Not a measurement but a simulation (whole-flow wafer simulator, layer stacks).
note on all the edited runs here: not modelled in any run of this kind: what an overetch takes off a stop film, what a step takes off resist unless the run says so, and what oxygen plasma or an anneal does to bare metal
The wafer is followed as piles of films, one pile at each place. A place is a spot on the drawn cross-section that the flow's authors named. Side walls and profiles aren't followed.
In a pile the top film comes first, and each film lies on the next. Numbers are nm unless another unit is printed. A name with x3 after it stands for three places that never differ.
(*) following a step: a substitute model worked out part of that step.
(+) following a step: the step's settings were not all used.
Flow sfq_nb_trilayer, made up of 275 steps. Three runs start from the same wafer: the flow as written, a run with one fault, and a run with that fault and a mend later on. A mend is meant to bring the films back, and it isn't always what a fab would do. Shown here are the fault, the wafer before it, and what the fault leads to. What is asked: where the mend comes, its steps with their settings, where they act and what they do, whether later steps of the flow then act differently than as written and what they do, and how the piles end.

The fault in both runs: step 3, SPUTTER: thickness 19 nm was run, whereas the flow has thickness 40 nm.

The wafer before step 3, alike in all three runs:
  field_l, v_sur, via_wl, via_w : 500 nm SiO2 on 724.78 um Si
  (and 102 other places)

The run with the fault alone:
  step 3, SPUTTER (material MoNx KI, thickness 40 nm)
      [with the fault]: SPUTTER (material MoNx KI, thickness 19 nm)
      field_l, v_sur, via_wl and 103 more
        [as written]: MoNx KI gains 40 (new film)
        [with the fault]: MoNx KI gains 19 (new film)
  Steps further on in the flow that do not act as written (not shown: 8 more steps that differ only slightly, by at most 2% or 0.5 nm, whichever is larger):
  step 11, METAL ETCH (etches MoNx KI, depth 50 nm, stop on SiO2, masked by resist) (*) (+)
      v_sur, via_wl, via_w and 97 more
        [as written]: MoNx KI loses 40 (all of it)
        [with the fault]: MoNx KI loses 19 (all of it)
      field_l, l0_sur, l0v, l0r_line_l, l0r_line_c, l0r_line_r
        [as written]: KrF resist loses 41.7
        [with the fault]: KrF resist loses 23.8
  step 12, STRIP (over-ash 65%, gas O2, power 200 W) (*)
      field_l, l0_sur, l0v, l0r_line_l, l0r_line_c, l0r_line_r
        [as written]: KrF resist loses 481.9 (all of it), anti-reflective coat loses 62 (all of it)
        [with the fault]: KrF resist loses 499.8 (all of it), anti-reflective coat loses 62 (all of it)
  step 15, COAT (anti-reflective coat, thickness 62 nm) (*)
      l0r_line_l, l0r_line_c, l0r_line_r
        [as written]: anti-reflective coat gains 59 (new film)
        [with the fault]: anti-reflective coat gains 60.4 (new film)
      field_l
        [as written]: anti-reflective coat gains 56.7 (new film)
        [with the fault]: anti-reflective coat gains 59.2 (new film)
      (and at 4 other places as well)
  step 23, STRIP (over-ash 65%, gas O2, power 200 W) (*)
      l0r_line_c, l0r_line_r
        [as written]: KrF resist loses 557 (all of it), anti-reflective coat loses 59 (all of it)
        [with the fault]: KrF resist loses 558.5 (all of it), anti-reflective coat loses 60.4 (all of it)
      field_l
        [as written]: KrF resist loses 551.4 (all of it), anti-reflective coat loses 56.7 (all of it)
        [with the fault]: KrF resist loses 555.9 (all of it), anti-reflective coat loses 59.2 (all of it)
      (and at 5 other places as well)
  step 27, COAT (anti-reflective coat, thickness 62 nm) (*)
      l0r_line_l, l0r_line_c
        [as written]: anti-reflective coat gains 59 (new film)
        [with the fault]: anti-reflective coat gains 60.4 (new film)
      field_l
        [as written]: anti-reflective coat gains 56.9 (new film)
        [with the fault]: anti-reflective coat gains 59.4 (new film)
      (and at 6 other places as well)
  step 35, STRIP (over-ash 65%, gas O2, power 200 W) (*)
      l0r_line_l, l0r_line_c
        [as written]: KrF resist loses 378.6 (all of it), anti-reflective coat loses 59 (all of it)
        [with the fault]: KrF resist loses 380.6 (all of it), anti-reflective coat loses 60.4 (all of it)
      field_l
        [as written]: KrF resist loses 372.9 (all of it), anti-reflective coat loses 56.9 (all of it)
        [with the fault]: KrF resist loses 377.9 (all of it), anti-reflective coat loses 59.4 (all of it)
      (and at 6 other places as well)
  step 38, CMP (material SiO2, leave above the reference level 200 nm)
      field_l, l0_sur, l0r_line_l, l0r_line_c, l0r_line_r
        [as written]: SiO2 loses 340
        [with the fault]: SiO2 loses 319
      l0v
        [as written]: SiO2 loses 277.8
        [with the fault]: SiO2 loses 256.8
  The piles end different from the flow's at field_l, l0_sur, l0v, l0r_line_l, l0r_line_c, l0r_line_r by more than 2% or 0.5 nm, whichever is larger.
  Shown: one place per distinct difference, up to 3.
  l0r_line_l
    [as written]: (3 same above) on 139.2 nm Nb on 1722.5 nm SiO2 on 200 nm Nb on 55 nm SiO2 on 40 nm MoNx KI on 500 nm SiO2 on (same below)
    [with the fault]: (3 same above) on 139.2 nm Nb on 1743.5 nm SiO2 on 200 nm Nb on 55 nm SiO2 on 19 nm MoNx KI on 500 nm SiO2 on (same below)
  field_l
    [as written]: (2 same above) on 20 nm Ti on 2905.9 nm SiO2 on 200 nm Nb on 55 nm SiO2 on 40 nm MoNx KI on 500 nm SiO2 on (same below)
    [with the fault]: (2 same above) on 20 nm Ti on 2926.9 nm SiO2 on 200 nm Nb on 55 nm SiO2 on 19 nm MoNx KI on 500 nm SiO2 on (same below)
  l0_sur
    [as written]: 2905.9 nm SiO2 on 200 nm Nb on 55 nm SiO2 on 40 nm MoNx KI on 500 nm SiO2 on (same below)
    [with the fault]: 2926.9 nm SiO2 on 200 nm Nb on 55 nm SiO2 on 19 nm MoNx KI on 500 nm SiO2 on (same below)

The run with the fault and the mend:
  The mend follows step 3.
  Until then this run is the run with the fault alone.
  step 3a, SPUTTER (material MoNx KI, thickness 21 nm) (the flow's step 3 again, with other settings)
      field_l, v_sur, via_wl and 103 more
        MoNx KI gains 21
  Every later step of the flow that is run acts as written at every place that is followed.
  At every place that both follow, the piles at the end match the flow's.
